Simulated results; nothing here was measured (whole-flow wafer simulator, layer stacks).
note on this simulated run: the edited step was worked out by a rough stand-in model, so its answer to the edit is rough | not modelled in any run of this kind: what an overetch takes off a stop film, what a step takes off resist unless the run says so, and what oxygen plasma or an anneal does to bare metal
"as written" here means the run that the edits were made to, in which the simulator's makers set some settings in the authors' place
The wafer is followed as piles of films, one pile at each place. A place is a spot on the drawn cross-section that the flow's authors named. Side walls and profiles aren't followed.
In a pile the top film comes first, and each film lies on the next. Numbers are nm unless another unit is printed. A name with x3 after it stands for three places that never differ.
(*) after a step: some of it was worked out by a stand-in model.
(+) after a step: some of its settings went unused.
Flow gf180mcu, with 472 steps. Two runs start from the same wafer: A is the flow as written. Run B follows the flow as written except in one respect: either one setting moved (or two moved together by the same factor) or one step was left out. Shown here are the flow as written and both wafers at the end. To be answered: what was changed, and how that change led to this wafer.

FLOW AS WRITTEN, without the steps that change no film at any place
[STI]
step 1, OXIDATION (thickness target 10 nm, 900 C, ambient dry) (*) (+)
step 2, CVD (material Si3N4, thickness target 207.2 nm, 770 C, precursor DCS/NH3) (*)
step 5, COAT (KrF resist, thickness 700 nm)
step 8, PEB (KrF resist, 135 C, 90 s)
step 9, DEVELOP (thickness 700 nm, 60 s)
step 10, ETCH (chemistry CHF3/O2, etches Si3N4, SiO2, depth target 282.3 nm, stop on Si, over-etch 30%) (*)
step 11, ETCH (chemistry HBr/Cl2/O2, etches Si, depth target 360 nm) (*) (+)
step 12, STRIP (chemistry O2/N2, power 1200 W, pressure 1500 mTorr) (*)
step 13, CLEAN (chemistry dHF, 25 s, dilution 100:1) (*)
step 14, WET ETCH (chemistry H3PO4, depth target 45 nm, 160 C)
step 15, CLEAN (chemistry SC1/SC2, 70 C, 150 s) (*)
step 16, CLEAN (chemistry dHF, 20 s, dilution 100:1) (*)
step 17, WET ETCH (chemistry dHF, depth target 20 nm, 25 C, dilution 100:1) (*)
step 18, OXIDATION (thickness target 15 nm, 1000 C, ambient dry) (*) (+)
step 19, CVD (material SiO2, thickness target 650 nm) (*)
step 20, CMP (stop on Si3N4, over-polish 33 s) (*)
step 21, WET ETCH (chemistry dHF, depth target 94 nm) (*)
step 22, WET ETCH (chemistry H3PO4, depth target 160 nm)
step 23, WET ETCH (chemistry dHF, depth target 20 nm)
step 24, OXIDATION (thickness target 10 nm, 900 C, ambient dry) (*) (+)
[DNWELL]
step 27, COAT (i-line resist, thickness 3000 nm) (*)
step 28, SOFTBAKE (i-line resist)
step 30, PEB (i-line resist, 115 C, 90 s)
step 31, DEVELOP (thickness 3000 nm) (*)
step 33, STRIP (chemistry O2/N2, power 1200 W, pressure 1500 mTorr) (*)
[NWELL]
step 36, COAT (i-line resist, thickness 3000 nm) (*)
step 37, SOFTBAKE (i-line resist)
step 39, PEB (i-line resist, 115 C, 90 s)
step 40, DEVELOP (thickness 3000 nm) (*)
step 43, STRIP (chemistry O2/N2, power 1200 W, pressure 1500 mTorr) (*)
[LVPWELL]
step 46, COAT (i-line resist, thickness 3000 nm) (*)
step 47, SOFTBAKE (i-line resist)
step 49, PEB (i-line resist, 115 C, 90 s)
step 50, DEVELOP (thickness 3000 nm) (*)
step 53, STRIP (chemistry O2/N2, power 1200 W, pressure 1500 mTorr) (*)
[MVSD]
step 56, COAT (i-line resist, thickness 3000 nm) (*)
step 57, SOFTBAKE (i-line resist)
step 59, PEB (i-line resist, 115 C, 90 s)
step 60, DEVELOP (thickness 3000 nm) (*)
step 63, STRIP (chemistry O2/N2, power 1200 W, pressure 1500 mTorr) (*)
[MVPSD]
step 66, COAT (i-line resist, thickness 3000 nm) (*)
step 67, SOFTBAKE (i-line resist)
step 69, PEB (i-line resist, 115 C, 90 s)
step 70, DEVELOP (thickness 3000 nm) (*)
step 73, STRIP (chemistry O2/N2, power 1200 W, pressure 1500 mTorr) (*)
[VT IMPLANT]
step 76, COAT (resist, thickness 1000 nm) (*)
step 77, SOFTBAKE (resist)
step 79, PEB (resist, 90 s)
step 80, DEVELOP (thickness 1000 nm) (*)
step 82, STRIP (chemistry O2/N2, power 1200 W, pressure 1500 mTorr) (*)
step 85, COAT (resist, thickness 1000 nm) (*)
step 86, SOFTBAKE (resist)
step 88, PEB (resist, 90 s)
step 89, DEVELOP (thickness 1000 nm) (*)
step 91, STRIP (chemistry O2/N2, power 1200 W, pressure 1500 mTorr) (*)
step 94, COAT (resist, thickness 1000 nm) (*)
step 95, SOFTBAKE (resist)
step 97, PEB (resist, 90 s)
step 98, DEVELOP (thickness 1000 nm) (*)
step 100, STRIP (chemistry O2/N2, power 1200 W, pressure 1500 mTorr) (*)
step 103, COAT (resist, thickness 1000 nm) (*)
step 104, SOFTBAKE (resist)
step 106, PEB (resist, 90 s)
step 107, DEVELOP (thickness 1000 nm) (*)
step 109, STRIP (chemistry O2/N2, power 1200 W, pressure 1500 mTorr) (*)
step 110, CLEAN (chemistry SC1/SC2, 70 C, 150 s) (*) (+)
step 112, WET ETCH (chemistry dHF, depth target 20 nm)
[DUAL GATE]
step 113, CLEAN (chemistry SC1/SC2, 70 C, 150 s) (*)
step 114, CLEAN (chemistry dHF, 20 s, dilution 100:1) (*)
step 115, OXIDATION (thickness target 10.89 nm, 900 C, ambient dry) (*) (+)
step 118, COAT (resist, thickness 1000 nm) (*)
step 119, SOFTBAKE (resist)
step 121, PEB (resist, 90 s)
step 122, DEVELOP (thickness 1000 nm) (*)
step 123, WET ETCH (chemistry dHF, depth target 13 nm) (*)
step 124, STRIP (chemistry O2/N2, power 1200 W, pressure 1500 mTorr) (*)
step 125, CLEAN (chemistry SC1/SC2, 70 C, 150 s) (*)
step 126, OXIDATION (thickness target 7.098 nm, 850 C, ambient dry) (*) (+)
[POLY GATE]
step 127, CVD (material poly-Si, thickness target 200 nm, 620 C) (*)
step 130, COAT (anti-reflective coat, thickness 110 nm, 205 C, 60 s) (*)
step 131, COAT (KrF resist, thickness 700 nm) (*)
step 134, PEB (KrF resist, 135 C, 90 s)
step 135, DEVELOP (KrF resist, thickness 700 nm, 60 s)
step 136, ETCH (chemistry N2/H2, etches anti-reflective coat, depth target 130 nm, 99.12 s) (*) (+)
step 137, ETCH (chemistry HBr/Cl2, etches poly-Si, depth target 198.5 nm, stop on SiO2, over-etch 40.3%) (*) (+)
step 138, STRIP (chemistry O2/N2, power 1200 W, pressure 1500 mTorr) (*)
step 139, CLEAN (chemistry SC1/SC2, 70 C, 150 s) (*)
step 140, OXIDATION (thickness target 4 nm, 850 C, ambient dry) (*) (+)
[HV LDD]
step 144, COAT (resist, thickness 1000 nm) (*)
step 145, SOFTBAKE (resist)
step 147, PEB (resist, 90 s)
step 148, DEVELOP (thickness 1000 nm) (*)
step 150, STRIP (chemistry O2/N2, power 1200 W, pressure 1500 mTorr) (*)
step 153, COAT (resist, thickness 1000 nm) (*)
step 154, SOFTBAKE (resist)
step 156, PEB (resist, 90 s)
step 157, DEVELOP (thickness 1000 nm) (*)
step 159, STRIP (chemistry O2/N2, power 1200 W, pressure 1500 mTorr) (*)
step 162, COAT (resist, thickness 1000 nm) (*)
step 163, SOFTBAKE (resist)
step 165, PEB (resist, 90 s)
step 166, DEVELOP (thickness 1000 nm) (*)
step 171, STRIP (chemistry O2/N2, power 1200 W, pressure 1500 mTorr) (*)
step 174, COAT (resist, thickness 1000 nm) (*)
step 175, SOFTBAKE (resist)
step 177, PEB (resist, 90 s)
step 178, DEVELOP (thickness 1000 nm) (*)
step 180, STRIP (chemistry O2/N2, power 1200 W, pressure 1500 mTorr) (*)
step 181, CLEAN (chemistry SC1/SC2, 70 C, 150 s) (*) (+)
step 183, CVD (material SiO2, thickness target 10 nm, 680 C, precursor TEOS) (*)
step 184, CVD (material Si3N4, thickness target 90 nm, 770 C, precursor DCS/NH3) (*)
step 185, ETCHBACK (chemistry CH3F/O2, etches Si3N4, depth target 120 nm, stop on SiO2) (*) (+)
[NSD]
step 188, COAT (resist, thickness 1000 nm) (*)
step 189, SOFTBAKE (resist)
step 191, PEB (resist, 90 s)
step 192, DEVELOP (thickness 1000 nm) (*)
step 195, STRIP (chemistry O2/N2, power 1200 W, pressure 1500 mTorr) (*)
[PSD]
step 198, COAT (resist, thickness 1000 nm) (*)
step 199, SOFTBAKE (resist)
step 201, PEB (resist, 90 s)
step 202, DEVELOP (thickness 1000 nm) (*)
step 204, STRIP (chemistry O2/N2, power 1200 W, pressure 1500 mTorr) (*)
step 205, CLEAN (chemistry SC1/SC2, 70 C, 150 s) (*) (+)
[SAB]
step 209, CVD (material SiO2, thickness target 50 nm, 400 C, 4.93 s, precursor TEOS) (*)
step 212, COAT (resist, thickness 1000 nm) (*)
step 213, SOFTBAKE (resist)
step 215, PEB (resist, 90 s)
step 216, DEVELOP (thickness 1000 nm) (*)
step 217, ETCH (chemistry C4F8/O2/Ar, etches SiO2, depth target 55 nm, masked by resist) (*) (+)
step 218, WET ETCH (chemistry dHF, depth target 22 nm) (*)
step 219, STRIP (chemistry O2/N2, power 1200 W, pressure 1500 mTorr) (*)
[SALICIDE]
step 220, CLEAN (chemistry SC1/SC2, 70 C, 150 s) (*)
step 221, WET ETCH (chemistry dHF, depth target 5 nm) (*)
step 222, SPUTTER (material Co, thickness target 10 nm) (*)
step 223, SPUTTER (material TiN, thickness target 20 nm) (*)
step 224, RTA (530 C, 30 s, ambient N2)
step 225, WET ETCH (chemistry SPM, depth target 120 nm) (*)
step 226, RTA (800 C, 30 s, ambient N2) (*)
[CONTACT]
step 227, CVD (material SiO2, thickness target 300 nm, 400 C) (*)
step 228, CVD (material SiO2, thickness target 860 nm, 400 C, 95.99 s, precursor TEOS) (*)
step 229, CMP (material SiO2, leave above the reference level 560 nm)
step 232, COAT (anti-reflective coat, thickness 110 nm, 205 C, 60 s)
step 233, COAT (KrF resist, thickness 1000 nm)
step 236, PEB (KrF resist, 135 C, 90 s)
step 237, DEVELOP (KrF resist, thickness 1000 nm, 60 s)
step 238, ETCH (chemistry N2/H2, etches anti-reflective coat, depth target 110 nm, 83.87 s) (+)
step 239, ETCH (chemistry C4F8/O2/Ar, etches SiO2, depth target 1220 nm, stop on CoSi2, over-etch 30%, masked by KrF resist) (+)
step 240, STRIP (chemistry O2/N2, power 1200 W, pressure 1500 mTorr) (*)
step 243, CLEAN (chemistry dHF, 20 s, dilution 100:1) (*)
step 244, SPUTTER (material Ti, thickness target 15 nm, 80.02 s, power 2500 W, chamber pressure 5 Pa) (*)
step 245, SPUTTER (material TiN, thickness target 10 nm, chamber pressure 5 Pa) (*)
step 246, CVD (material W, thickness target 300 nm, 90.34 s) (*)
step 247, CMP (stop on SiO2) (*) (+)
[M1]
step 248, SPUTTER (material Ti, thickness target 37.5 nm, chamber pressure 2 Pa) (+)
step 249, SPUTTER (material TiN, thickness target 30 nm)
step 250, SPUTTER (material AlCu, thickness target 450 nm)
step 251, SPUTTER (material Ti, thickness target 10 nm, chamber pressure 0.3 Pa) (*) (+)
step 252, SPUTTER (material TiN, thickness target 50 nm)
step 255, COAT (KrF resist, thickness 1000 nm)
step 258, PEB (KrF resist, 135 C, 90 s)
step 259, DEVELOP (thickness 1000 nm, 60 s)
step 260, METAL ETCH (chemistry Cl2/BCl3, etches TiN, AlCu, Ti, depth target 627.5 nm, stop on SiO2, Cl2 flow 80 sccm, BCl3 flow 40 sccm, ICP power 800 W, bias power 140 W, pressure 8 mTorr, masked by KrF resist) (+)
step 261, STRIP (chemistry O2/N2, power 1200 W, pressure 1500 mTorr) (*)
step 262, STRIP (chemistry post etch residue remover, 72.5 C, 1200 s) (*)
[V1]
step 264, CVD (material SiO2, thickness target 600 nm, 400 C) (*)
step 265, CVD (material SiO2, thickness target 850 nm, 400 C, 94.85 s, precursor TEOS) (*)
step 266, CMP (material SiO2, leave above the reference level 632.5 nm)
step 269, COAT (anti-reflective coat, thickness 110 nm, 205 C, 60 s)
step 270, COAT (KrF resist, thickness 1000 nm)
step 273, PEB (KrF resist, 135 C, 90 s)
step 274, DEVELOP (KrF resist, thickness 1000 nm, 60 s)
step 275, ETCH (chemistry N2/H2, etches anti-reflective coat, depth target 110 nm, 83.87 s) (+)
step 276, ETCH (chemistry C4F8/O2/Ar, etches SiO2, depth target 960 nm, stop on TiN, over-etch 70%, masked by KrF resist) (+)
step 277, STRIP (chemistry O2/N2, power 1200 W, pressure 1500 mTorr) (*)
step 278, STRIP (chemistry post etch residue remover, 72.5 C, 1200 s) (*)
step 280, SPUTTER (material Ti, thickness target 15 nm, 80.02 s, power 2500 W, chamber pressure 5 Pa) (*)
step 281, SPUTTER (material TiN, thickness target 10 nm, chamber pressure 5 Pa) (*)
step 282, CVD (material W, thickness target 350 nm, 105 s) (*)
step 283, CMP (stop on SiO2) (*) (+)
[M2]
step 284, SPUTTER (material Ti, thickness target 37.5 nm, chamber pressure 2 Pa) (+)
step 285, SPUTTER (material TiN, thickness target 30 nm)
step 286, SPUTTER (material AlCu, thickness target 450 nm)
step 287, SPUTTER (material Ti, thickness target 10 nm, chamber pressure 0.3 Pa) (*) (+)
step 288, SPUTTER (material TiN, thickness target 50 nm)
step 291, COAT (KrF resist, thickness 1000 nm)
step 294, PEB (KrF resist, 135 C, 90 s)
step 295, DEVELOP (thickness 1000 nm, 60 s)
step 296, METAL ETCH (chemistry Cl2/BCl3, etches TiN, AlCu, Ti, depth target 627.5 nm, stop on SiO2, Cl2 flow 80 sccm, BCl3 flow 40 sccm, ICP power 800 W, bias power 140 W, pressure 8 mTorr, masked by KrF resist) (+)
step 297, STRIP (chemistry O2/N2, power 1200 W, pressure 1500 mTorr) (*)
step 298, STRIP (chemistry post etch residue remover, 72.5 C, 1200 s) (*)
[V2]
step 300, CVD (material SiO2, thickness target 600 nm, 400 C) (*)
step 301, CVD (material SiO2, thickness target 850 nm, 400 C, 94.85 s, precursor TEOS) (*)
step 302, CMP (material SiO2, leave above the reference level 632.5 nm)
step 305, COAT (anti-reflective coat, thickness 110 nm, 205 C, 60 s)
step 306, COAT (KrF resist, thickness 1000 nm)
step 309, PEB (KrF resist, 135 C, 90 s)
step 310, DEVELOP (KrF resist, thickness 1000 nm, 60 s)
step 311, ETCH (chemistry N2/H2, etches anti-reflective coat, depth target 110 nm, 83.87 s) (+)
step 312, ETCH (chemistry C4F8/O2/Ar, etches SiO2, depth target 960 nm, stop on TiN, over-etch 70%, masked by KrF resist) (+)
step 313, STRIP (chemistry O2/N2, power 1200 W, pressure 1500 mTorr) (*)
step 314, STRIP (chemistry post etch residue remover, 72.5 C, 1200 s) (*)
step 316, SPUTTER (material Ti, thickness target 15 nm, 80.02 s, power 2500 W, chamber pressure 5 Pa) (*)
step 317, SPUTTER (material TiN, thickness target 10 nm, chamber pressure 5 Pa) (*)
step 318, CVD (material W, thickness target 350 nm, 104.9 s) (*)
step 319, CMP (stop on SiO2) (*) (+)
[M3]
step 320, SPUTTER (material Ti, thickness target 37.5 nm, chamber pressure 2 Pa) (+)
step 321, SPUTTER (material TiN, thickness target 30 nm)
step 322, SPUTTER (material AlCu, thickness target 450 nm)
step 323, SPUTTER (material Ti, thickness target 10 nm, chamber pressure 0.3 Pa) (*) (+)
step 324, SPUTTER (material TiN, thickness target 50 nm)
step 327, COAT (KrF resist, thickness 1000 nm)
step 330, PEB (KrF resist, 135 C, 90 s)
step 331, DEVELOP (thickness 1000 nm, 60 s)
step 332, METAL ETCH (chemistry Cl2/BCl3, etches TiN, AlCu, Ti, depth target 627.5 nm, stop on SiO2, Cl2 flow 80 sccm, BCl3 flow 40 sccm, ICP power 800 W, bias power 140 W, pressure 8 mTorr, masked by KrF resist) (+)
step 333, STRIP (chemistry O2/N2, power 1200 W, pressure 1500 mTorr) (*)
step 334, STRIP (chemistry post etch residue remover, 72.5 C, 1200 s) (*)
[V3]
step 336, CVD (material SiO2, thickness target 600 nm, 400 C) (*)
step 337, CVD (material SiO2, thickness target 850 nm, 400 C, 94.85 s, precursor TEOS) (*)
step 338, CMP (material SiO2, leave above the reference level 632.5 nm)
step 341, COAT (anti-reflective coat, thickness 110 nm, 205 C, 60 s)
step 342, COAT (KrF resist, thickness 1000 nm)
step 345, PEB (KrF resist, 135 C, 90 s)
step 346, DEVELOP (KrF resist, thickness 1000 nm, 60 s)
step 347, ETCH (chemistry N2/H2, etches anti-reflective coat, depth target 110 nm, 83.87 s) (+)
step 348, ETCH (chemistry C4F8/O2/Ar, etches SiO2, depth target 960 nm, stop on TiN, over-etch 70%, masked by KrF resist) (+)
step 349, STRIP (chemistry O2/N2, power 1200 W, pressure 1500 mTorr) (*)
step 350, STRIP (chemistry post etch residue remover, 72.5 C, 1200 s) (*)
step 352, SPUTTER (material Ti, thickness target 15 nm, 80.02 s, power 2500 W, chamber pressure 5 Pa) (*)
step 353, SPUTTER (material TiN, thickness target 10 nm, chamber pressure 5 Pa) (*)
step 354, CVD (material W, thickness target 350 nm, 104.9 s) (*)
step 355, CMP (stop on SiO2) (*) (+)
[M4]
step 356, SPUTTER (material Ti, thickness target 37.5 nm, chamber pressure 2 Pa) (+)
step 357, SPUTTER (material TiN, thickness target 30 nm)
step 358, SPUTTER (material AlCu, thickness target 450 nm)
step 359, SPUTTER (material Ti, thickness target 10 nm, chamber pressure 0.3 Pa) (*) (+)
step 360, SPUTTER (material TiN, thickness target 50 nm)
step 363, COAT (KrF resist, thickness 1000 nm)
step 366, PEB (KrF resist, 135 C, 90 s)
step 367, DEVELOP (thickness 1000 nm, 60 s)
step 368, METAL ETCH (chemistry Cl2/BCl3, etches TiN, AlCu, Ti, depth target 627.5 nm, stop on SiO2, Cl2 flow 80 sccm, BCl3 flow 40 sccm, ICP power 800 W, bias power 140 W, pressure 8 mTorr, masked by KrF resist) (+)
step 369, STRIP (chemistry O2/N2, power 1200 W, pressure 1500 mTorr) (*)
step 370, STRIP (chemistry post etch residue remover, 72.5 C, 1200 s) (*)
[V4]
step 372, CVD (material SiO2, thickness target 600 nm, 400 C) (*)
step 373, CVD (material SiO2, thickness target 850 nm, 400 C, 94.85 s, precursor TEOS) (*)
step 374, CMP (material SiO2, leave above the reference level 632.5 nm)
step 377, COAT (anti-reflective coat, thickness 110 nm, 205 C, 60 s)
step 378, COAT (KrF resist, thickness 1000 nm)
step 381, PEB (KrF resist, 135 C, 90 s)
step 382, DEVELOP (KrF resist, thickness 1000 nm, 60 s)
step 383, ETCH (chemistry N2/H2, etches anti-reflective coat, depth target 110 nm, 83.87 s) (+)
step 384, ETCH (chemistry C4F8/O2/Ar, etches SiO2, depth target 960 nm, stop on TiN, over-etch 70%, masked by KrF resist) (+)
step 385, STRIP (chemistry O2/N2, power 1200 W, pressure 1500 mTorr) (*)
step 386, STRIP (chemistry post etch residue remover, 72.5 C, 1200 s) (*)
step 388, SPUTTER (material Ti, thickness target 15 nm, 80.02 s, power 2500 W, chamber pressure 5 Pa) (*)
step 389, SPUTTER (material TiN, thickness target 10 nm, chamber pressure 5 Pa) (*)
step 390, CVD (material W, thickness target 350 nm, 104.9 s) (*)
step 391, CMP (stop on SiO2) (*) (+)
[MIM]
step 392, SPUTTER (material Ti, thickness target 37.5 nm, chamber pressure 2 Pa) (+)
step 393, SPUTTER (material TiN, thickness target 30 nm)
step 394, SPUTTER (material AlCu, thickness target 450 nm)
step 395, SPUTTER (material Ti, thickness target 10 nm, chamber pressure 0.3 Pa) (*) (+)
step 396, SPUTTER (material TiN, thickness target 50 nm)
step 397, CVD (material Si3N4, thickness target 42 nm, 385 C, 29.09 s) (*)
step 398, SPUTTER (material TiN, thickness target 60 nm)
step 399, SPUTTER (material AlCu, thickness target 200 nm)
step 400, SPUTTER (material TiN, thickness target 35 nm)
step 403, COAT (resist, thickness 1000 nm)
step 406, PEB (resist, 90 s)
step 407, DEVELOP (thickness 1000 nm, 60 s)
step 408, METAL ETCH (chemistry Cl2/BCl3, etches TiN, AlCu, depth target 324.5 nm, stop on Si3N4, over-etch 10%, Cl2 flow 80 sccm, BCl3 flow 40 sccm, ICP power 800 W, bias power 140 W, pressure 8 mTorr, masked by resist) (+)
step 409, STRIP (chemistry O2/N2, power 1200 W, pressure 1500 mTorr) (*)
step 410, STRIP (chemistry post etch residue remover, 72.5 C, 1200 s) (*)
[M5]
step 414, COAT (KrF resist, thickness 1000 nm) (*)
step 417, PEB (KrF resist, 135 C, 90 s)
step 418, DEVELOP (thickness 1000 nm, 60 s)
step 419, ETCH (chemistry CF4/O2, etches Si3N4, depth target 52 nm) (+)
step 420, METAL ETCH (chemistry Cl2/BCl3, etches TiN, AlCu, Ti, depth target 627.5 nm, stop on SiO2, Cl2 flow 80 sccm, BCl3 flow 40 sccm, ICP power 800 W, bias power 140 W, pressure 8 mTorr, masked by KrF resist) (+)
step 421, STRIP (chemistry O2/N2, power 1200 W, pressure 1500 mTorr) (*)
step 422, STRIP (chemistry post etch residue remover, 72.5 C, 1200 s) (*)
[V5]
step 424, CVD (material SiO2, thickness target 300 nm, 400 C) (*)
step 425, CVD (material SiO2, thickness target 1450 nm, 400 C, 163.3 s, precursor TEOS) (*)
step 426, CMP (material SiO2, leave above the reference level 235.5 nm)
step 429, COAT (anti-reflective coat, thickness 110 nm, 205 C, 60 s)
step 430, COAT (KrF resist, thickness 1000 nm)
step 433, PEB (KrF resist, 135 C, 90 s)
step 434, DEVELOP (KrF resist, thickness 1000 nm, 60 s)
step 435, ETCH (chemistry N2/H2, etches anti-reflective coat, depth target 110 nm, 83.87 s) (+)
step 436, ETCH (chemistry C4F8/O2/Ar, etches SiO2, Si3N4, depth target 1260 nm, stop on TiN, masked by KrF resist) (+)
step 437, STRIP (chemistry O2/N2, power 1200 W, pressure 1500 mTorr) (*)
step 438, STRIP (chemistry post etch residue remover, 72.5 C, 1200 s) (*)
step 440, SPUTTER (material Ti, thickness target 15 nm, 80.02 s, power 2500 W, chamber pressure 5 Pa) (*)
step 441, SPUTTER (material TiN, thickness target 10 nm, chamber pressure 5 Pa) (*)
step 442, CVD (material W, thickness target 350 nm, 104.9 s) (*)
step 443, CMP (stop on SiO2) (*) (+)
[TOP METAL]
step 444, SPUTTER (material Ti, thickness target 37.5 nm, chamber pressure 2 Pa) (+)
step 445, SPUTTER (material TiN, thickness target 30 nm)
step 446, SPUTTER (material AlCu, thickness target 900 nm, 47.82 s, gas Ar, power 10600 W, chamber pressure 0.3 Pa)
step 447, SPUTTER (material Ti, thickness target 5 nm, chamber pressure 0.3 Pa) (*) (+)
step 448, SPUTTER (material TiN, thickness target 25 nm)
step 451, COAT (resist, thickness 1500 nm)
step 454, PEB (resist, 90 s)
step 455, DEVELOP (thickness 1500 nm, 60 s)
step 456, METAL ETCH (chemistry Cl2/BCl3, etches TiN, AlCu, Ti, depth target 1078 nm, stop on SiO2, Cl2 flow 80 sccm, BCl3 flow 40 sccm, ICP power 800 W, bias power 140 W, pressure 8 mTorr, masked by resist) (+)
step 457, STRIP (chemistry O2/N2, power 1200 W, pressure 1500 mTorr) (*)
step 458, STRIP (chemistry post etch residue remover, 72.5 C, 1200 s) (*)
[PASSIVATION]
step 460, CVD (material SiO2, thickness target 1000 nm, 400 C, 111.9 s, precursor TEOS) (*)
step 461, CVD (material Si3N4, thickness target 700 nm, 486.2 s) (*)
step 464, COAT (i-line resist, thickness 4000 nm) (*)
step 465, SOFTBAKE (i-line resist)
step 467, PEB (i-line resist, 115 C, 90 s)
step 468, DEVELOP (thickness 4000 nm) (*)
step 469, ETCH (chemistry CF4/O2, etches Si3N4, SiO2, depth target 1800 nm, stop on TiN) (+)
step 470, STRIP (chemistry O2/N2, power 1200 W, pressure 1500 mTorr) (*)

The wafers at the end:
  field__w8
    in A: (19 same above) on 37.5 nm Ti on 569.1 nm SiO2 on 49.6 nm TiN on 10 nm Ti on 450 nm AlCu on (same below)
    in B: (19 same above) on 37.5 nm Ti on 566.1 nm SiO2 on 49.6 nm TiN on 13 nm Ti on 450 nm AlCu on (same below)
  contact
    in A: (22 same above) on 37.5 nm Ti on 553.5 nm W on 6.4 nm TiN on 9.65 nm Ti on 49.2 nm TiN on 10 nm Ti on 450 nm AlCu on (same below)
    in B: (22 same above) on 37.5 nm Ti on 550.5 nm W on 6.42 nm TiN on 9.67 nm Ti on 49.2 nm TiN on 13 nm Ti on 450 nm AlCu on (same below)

Cause: step 323, SPUTTER: thickness target 13 nm was run, while the flow as written has thickness target 10 nm.
The wafer itself shows it: field__w8 has Ti 13, and step 323 as written asks for 10 nm.

Step by step, how the change led to this:
  step 323, SPUTTER (material Ti, thickness target 10 nm, chamber pressure 0.3 Pa) (*) (+)
      field, field__w1, field__w2 and 108 more: A Ti gains 10 (new film) | B Ti gains 13 (new film)
  step 332, METAL ETCH (chemistry Cl2/BCl3, etches TiN, AlCu, Ti, depth target 627.5 nm, stop on SiO2, Cl2 flow 80 sccm, BCl3 flow 40 sccm, ICP power 800 W, bias power 140 W, pressure 8 mTorr, masked by KrF resist) (+)
      field, field__w1, field__w2 and 103 more: A TiN loses 50 (all of it), Ti loses 10 (all of it), AlCu loses 450 (all of it), TiN loses 30 (all of it), Ti loses 37.5 (all of it) | B TiN loses 50 (all of it), Ti loses 13 (all of it), AlCu loses 450 (all of it), TiN loses 30 (all of it), Ti loses 37.5 (all of it)
